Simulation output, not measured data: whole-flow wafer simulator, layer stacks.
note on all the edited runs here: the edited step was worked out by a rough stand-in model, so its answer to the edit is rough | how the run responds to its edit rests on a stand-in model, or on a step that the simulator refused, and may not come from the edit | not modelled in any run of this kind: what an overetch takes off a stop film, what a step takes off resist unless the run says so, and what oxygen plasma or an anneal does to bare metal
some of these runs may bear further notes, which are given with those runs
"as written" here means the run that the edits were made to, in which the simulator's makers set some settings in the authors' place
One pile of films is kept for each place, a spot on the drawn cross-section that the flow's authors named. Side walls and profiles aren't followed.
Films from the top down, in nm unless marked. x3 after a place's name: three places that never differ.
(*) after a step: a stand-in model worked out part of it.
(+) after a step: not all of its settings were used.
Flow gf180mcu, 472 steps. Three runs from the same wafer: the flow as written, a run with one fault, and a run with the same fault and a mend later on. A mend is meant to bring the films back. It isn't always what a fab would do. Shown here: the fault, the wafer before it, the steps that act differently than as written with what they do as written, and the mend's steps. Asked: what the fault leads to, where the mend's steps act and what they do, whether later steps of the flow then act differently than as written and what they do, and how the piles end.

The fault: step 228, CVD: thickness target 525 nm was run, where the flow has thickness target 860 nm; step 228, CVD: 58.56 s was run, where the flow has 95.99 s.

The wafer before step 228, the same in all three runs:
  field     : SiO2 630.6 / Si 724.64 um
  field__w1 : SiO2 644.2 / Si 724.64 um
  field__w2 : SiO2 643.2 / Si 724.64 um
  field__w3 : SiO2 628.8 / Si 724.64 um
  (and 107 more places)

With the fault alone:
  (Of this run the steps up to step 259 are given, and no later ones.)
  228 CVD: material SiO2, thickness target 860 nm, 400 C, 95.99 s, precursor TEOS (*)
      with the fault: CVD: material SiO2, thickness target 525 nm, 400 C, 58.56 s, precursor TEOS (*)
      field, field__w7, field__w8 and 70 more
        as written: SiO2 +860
        with the fault: SiO2 +531.7
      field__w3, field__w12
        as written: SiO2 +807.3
        with the fault: SiO2 +502.7
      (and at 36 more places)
  Later steps of the flow that act differently than as written (3 more steps differ only slightly, by at most 2% or 0.5 nm, whichever is larger, and aren't shown):
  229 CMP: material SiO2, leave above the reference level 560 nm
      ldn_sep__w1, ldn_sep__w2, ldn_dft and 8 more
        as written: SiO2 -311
        with the fault: nothing
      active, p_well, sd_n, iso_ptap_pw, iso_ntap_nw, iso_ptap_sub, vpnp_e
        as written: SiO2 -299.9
        with the fault: nothing
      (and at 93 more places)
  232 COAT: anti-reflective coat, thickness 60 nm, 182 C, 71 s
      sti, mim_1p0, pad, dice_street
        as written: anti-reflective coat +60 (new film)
        with the fault: anti-reflective coat +54.6 (new film)
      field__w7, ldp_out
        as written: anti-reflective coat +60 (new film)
        with the fault: anti-reflective coat +62.9 (new film)
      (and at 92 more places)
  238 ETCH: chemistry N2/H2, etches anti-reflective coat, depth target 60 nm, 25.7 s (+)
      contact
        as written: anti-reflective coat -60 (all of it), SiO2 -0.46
        with the fault: anti-reflective coat -70.5 (all of it), SiO2 -0.19
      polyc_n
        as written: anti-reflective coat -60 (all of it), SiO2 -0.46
        with the fault: anti-reflective coat -35.2 (all of it), SiO2 -1.1
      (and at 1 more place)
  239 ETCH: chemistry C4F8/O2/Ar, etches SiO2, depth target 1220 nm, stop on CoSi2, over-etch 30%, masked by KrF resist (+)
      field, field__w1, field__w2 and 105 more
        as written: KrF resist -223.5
        with the fault: KrF resist -213.7
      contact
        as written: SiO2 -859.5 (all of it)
        with the fault: SiO2 -821.7 (all of it)
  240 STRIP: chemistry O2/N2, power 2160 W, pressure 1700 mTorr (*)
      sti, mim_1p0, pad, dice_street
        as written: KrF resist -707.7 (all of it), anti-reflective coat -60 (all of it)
        with the fault: KrF resist -731.4 (all of it), anti-reflective coat -54.6 (all of it)
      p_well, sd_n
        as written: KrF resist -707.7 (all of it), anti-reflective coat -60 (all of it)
        with the fault: KrF resist -731.4 (all of it), anti-reflective coat -51.5 (all of it)
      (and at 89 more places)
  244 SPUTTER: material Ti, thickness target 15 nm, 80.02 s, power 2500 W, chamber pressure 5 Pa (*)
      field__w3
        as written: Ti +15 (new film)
        with the fault: Ti +14.3 (new film)
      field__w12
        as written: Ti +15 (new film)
        with the fault: Ti +14.4 (new film)
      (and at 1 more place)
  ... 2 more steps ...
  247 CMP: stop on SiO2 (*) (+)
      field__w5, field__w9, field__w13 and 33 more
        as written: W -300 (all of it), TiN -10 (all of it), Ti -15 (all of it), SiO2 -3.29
        with the fault: W -300 (all of it), TiN -10 (all of it), Ti -15 (all of it)
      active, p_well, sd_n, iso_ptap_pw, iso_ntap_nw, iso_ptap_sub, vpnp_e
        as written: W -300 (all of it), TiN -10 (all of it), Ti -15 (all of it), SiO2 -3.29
        with the fault: W -296.7
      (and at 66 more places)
  After step 259 the piles differ from the flow's by more than 2% or 0.5 nm, whichever is larger, at field, field__w1, field__w2 and 69 more.
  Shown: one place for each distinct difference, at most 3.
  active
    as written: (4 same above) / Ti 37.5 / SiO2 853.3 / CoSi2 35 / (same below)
    with the fault: (4 same above) / Ti 37.5 / W 3.31 / TiN 10 / Ti 15 / SiO2 828.3 / CoSi2 35 / (same below)
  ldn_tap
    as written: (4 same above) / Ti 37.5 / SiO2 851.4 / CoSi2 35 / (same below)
    with the fault: (4 same above) / Ti 37.5 / W 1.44 / TiN 10 / Ti 15 / SiO2 828.3 / CoSi2 35 / (same below)
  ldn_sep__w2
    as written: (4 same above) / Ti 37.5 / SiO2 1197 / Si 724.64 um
    with the fault: (4 same above) / Ti 37.5 / TiN 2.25 / Ti 15 / SiO2 1183.1 / Si 724.64 um

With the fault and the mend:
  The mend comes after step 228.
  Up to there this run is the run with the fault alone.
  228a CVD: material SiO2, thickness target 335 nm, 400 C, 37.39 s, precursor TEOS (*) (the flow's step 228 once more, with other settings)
      field, field__w7, field__w8 and 72 more
        SiO2 +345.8
      field_sub__w1, field_sub__w4, field_sub__w5
        SiO2 +336.8
      field__w1, contact
        SiO2 +339.3
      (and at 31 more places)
  Later steps of the flow that act differently than as written (3 more steps differ only slightly, by at most 2% or 0.5 nm, whichever is larger, and aren't shown):
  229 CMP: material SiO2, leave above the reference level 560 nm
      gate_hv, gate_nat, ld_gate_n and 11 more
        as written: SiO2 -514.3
        with the mend: SiO2 -531.9
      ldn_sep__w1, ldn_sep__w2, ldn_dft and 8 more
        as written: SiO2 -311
        with the mend: SiO2 -328.6
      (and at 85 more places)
  At the end the piles differ from the flow's only slightly at the places that both follow, by at most 2% or 0.5 nm, whichever is larger.
